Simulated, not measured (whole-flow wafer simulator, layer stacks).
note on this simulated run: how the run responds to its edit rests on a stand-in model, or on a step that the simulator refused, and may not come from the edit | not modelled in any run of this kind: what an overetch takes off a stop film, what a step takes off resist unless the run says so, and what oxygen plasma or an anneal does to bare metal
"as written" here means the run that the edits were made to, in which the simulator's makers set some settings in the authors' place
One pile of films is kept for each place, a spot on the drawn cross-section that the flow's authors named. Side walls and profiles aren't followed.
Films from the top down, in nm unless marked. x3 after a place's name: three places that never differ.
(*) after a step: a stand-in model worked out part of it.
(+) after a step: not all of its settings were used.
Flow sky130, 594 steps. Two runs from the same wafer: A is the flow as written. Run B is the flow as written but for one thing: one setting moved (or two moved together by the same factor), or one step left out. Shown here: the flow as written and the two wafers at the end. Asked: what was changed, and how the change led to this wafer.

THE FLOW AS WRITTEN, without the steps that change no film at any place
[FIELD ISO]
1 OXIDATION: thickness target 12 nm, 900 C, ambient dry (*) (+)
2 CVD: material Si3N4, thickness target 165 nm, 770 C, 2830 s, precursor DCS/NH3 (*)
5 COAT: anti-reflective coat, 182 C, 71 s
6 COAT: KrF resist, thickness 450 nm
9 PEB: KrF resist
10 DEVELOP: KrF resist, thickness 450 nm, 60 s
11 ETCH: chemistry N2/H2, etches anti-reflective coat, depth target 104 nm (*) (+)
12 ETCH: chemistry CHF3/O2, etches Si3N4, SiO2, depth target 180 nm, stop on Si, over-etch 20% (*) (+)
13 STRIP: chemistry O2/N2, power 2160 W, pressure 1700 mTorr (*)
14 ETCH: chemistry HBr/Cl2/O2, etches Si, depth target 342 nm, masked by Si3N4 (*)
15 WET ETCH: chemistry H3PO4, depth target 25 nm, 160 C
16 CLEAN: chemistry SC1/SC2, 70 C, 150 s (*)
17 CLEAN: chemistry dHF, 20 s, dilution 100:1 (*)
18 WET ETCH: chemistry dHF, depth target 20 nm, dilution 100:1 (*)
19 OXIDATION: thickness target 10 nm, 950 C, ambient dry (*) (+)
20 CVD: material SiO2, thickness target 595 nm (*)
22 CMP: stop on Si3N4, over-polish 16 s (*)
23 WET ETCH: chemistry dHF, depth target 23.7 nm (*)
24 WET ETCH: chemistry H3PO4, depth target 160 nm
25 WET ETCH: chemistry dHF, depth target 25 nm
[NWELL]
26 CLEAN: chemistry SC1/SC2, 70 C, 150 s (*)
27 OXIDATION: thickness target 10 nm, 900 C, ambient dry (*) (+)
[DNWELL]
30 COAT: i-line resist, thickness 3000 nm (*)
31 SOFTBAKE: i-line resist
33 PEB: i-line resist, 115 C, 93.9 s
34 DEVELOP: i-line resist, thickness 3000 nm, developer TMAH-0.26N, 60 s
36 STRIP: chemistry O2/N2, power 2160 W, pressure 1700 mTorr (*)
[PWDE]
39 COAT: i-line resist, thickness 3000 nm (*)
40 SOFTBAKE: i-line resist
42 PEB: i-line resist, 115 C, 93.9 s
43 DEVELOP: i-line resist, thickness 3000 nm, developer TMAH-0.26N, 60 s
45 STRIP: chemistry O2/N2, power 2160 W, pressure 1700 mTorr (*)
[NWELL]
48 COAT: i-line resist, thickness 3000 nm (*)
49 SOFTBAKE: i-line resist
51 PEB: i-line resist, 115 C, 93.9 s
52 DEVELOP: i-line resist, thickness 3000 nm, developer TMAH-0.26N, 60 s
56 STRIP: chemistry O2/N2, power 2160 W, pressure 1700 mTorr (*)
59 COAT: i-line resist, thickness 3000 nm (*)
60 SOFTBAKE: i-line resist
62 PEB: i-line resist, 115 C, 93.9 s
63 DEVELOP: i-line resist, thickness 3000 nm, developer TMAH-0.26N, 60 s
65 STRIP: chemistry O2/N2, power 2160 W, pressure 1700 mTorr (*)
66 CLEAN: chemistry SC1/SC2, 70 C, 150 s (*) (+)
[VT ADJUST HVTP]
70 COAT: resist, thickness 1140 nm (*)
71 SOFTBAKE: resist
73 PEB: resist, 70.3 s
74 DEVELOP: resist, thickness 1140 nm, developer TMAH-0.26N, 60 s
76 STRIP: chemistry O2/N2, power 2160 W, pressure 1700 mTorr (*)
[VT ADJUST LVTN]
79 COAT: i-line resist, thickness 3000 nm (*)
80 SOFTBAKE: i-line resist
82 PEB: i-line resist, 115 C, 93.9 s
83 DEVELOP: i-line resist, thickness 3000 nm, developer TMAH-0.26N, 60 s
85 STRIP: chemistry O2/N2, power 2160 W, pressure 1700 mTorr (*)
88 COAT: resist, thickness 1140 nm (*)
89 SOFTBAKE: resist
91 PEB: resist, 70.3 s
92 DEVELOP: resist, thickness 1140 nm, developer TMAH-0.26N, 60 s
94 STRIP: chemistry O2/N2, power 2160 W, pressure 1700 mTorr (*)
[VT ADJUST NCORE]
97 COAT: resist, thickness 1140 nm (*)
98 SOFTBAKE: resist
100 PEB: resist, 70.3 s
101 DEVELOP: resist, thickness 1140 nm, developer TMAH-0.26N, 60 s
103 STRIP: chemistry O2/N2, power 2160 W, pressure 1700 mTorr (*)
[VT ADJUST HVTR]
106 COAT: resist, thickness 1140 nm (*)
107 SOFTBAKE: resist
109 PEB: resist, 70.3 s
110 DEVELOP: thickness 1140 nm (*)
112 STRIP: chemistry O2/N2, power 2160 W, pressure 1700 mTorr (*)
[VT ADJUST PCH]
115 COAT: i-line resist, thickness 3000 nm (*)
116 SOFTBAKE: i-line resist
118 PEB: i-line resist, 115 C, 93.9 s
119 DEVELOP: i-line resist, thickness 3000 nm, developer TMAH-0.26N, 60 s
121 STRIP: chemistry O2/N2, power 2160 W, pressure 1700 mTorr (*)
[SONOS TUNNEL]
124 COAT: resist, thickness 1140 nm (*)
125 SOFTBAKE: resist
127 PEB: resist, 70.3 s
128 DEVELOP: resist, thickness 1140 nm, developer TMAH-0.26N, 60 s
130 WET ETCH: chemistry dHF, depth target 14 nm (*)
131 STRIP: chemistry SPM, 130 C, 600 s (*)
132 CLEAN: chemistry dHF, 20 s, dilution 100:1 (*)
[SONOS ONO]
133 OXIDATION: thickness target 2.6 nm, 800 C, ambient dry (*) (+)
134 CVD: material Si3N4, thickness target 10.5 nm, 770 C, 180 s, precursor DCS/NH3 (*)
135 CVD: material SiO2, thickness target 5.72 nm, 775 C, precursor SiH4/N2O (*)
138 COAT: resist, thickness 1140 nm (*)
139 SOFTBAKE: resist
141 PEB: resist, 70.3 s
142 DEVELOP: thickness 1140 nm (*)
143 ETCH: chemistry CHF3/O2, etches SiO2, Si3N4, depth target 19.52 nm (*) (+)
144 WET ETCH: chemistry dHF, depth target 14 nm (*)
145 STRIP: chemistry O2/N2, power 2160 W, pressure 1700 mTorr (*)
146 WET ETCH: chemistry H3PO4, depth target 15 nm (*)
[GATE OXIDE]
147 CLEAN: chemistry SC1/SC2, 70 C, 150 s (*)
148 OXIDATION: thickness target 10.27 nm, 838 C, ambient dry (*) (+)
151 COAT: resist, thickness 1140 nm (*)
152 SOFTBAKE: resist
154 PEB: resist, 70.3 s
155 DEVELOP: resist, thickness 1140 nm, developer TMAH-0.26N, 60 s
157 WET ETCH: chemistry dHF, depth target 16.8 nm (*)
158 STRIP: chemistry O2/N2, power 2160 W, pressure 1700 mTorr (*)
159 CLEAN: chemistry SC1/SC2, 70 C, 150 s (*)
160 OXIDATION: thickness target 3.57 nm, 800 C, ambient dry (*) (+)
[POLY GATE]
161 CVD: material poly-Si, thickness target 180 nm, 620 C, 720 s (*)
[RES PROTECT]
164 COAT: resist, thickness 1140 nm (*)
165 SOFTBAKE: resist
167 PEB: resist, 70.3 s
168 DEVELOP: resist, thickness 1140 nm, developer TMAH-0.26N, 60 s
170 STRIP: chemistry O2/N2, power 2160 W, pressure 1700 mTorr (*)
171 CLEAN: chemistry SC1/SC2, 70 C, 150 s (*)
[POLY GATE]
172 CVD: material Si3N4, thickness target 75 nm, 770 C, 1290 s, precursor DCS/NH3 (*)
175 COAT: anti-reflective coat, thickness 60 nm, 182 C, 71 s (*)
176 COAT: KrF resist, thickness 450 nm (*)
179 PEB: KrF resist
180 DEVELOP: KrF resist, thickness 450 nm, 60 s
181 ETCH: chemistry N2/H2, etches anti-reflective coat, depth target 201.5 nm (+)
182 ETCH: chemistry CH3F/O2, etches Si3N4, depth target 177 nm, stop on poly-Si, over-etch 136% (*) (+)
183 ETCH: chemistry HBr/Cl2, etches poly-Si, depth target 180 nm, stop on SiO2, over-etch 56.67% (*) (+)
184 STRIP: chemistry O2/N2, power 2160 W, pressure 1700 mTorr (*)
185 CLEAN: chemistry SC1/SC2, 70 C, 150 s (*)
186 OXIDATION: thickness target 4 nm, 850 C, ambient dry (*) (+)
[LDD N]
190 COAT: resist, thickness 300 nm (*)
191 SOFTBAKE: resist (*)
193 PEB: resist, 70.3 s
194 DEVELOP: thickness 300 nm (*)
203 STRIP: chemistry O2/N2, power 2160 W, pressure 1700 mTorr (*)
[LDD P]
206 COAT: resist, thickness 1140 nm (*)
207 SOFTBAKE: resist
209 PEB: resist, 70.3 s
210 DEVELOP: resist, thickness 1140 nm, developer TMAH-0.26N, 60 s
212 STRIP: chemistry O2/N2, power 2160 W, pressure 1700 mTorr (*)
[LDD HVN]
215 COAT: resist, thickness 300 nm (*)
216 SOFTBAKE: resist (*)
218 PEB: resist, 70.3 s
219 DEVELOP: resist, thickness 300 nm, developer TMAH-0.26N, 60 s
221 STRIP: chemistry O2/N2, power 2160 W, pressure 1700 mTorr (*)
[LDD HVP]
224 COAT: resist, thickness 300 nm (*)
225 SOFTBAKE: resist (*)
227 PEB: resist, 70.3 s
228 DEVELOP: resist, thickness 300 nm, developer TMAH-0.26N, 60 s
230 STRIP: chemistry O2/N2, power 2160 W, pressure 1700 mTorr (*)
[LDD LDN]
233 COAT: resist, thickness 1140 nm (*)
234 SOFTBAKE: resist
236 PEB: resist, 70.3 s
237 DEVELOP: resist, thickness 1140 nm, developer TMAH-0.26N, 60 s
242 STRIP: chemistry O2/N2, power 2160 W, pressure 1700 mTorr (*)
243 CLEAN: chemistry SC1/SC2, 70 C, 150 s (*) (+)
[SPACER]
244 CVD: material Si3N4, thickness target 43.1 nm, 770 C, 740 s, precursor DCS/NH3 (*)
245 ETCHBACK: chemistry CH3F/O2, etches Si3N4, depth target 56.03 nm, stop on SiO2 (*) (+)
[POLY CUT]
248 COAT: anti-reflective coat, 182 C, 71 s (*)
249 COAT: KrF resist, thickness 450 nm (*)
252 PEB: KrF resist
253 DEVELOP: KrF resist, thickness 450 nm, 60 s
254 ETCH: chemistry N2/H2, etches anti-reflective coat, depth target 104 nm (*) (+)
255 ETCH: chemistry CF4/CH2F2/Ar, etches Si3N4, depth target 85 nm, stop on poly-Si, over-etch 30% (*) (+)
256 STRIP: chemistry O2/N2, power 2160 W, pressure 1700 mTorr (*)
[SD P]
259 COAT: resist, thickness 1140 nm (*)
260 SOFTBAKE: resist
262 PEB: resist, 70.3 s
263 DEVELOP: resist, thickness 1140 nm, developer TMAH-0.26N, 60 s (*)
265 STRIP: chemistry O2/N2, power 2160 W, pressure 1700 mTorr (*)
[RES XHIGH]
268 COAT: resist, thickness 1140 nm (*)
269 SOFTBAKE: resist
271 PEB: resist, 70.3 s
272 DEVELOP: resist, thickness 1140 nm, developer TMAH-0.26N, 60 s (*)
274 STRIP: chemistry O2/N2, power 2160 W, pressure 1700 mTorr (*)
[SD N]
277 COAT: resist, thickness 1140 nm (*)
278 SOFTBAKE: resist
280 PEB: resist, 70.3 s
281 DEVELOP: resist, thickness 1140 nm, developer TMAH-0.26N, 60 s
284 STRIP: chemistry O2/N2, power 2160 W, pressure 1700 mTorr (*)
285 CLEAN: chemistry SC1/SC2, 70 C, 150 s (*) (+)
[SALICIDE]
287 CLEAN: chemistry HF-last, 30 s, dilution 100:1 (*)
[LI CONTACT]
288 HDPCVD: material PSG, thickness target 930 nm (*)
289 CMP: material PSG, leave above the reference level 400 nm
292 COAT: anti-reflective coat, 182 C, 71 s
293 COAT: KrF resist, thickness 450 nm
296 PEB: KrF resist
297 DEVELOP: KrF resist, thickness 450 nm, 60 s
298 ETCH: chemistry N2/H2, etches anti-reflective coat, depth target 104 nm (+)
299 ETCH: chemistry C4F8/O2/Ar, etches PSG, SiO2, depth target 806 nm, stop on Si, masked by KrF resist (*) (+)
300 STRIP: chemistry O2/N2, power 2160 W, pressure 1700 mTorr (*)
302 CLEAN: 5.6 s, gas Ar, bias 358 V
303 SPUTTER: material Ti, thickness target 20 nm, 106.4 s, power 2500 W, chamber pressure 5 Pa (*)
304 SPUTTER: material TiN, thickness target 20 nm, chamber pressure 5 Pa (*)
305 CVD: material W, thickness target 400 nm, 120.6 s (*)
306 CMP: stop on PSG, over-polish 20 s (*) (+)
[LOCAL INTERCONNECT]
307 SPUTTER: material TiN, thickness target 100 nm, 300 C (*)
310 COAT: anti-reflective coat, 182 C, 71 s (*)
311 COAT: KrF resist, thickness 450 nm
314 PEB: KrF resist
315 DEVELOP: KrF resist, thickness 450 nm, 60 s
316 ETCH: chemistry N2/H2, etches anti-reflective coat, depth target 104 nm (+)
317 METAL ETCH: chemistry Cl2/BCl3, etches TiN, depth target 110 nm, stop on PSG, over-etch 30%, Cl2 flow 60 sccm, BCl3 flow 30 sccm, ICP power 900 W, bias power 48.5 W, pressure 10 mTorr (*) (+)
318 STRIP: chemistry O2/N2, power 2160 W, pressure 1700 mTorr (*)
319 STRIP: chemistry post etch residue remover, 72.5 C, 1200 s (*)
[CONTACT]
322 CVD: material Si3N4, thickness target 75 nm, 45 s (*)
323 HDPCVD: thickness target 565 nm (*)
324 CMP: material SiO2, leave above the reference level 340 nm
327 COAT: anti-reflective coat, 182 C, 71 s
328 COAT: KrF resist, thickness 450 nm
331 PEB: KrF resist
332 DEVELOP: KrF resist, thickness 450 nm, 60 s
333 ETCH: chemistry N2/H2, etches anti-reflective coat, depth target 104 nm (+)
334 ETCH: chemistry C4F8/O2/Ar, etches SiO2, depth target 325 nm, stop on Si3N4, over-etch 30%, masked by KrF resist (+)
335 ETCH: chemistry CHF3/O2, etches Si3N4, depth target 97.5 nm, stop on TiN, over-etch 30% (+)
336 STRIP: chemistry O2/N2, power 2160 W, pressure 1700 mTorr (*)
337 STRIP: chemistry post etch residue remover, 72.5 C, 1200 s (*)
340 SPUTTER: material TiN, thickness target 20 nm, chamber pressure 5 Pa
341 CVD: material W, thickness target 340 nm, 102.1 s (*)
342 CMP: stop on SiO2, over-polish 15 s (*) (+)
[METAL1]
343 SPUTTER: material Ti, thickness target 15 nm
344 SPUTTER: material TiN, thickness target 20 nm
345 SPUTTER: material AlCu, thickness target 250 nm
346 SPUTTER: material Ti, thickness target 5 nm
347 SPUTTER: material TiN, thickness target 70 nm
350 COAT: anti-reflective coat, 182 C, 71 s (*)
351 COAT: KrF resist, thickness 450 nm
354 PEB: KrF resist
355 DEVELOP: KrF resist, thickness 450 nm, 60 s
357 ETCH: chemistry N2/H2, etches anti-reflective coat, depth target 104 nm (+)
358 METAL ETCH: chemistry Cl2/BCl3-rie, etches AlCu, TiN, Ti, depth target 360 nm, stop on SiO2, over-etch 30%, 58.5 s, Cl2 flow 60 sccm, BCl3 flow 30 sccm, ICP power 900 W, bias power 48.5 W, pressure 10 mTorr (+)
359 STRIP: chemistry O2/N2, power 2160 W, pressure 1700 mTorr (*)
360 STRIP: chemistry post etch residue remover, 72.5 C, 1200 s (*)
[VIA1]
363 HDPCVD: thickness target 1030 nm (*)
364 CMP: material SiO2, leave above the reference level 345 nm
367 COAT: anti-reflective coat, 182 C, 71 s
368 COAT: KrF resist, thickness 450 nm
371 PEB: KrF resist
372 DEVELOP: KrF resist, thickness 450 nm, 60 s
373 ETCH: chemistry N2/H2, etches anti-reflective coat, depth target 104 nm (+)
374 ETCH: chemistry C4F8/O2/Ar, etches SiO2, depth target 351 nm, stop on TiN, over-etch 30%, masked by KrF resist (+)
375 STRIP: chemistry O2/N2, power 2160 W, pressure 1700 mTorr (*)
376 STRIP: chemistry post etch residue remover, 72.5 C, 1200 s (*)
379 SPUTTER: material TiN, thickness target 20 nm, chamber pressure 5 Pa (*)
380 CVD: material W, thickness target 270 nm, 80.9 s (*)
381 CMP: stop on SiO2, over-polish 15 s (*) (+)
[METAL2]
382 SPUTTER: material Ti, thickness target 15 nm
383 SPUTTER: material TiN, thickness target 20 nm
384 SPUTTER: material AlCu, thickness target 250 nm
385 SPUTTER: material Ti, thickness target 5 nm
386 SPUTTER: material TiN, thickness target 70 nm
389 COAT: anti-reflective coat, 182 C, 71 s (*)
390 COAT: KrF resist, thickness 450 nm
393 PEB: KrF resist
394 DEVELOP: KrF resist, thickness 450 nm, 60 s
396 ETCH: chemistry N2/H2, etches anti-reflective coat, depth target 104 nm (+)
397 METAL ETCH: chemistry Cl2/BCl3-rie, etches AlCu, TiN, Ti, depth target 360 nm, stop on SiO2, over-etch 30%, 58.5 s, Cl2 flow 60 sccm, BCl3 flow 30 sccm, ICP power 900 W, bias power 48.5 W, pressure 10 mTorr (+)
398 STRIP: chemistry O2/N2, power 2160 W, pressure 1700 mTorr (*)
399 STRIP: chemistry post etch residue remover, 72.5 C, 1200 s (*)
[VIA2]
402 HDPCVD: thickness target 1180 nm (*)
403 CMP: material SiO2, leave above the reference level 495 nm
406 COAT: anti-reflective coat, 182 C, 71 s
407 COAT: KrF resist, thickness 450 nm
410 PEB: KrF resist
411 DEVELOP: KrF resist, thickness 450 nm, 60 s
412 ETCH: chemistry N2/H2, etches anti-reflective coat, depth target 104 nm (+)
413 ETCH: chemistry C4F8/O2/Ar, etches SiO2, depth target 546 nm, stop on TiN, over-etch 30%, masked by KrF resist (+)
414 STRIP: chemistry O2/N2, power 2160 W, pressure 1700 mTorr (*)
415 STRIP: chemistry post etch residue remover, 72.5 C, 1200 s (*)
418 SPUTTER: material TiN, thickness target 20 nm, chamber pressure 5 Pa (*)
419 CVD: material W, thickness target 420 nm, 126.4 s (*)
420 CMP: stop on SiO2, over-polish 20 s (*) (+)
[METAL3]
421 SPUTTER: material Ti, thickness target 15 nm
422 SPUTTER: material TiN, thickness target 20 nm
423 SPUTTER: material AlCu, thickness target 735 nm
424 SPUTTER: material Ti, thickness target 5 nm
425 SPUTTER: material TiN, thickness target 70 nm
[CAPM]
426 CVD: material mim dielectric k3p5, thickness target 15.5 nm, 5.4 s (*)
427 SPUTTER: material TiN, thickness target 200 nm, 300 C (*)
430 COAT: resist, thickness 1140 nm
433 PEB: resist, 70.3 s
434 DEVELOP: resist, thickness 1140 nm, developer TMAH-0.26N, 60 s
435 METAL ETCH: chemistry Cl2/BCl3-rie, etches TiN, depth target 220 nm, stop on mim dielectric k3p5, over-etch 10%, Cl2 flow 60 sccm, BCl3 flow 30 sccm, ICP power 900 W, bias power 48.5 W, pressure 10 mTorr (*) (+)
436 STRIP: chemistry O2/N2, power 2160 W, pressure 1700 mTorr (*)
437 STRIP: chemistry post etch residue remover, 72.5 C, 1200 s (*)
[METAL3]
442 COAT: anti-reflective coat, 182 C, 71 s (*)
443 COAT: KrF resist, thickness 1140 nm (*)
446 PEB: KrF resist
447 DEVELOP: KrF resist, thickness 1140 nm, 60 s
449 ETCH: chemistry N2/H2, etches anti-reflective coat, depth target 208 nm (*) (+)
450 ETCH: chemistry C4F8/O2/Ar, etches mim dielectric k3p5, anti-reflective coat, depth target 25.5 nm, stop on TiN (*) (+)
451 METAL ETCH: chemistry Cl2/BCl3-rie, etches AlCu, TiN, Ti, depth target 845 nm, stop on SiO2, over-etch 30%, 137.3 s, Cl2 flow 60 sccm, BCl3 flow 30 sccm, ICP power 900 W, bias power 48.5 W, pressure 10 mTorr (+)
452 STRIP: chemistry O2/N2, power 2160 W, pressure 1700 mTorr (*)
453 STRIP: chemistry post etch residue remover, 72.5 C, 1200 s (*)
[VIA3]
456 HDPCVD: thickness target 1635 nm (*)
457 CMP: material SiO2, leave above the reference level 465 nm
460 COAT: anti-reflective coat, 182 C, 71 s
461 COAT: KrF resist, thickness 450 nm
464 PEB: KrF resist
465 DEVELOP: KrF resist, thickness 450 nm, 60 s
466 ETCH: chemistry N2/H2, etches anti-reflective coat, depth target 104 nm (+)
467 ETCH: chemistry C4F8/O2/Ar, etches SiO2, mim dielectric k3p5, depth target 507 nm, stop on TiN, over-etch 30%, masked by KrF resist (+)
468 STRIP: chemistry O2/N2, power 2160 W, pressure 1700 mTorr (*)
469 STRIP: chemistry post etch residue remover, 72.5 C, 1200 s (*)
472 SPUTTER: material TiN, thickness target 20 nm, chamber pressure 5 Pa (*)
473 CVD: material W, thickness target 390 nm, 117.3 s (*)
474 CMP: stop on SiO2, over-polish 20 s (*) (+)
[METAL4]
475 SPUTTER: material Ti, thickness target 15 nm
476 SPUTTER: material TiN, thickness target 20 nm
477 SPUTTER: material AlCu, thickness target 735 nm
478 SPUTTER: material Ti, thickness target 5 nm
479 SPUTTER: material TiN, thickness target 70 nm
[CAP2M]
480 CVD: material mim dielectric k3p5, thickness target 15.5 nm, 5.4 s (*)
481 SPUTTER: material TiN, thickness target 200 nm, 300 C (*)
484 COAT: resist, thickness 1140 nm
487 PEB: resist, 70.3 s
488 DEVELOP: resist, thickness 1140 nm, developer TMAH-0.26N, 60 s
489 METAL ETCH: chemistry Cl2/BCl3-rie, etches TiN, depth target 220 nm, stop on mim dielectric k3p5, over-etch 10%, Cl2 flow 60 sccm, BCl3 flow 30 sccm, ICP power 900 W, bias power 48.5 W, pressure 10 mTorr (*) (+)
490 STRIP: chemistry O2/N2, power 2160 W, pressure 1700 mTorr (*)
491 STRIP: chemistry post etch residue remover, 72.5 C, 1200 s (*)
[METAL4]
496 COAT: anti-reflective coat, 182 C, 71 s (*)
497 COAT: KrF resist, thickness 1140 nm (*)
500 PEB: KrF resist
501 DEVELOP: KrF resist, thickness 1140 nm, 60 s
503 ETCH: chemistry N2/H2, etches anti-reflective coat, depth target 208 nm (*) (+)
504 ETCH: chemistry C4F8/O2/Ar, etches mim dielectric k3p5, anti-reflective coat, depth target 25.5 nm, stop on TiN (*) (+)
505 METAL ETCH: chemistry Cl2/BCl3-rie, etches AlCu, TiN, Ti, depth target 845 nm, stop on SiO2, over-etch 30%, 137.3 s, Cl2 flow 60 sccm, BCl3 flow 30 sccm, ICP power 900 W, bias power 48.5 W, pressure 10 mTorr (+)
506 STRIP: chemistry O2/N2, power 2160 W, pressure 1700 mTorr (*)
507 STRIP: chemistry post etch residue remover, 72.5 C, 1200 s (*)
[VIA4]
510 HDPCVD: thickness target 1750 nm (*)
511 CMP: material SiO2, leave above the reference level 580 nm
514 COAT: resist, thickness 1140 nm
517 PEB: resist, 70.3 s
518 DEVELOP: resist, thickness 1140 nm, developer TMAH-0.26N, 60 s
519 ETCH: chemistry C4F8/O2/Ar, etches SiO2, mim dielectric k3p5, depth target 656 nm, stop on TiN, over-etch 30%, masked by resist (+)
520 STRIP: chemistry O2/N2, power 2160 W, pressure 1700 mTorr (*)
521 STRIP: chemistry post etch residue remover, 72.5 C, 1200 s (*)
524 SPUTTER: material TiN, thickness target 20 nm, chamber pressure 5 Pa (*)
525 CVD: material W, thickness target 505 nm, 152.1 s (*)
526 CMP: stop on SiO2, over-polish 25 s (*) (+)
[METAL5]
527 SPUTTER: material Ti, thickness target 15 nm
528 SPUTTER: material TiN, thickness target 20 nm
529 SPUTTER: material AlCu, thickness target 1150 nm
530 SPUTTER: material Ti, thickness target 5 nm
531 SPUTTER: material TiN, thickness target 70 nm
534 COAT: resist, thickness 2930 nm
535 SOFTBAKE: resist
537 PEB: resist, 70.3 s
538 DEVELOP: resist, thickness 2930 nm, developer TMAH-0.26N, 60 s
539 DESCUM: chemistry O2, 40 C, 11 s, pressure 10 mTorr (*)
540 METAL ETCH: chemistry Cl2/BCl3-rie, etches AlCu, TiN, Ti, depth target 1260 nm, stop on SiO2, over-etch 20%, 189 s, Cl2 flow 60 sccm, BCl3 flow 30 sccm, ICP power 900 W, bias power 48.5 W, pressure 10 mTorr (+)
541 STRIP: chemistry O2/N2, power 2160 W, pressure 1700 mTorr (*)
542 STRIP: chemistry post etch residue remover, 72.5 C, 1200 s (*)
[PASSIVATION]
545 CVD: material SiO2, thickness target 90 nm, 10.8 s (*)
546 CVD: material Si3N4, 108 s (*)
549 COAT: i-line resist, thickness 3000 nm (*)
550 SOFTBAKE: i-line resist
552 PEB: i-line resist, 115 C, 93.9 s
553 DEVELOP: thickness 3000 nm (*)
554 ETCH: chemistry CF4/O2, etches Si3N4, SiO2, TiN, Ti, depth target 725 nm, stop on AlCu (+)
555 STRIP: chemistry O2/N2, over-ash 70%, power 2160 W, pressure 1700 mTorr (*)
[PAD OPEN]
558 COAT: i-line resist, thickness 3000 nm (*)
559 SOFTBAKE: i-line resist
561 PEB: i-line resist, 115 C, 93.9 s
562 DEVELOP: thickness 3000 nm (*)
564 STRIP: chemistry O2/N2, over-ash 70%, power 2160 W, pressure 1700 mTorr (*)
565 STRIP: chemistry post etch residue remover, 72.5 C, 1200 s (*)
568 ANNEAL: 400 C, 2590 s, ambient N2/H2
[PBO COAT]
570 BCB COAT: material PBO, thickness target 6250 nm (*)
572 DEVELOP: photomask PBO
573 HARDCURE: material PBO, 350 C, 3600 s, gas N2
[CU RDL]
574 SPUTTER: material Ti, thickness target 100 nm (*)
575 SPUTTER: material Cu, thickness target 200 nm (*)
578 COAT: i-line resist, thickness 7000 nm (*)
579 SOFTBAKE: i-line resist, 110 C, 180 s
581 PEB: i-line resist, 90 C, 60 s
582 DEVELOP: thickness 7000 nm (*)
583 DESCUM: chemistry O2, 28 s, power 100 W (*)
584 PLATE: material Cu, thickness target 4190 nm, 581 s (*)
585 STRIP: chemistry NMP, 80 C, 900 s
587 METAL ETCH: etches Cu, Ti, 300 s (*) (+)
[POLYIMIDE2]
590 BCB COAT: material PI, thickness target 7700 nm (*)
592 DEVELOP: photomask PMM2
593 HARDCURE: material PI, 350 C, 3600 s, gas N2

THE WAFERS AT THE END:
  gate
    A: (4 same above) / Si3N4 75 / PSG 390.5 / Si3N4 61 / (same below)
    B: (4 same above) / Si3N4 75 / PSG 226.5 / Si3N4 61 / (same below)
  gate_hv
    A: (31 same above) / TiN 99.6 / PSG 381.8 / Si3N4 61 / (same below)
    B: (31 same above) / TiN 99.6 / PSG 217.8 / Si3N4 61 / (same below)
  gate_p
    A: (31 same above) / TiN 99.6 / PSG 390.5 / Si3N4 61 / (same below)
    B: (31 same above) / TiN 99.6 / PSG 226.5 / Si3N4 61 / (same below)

The cause: step 289, CMP: leave above the reference level 236 nm was run, where the flow has leave above the reference level 400 nm.

How the change led to this, step by step:
  289 CMP: material PSG, leave above the reference level 400 nm
      gate, spacer, gate_p and 34 more: A PSG -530 | B PSG -694
      mim, vpp_sp, vpp_ln and 30 more: A PSG -333.9 | B PSG -497.9
      (and at 122 more places)
  299 ETCH: chemistry C4F8/O2/Ar, etches PSG, SiO2, depth target 806 nm, stop on Si, masked by KrF resist (*) (+)
      field, active, n_well and 184 more: A KrF resist -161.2 | B KrF resist -144.2
      contact, ndiff_licon, ndiff_licon_cpp: A PSG -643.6 (all of it), SiO2 -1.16 (all of it) | B PSG -479.6 (all of it), SiO2 -1.16 (all of it)
      (and at 2 more places)
  300 STRIP: chemistry O2/N2, power 2160 W, pressure 1700 mTorr (*)
      field, active, n_well and 184 more: A KrF resist -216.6 (all of it), anti-reflective coat -80 (all of it) | B KrF resist -233.6 (all of it), anti-reflective coat -80 (all of it)
  303 SPUTTER: material Ti, thickness target 20 nm, 106.4 s, power 2500 W, chamber pressure 5 Pa (*)
      ndiff_licon: A Ti +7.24 (new film) | B Ti +9.39 (new film)
      ndiff_licon_cpp: A Ti +6.53 (new film) | B Ti +8.45 (new film)
      (and at 1 more place)
  304 SPUTTER: material TiN, thickness target 20 nm, chamber pressure 5 Pa (*)
      ndiff_licon: A TiN +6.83 (new film) | B TiN +8.96 (new film)
      ndiff_licon_cpp: A TiN +6.17 (new film) | B TiN +8.08 (new film)
      (and at 1 more place)
  305 CVD: material W, thickness target 400 nm, 120.6 s (*)
      ndiff_licon: A W +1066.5 (new film) | B W +898.3 (new film)
      ndiff_licon_cpp: A W +1067.9 (new film) | B W +900.1 (new film)
      (and at 1 more place)
  306 CMP: stop on PSG, over-polish 20 s (*) (+)
      poly_licon: A W -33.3 | B W -197.3
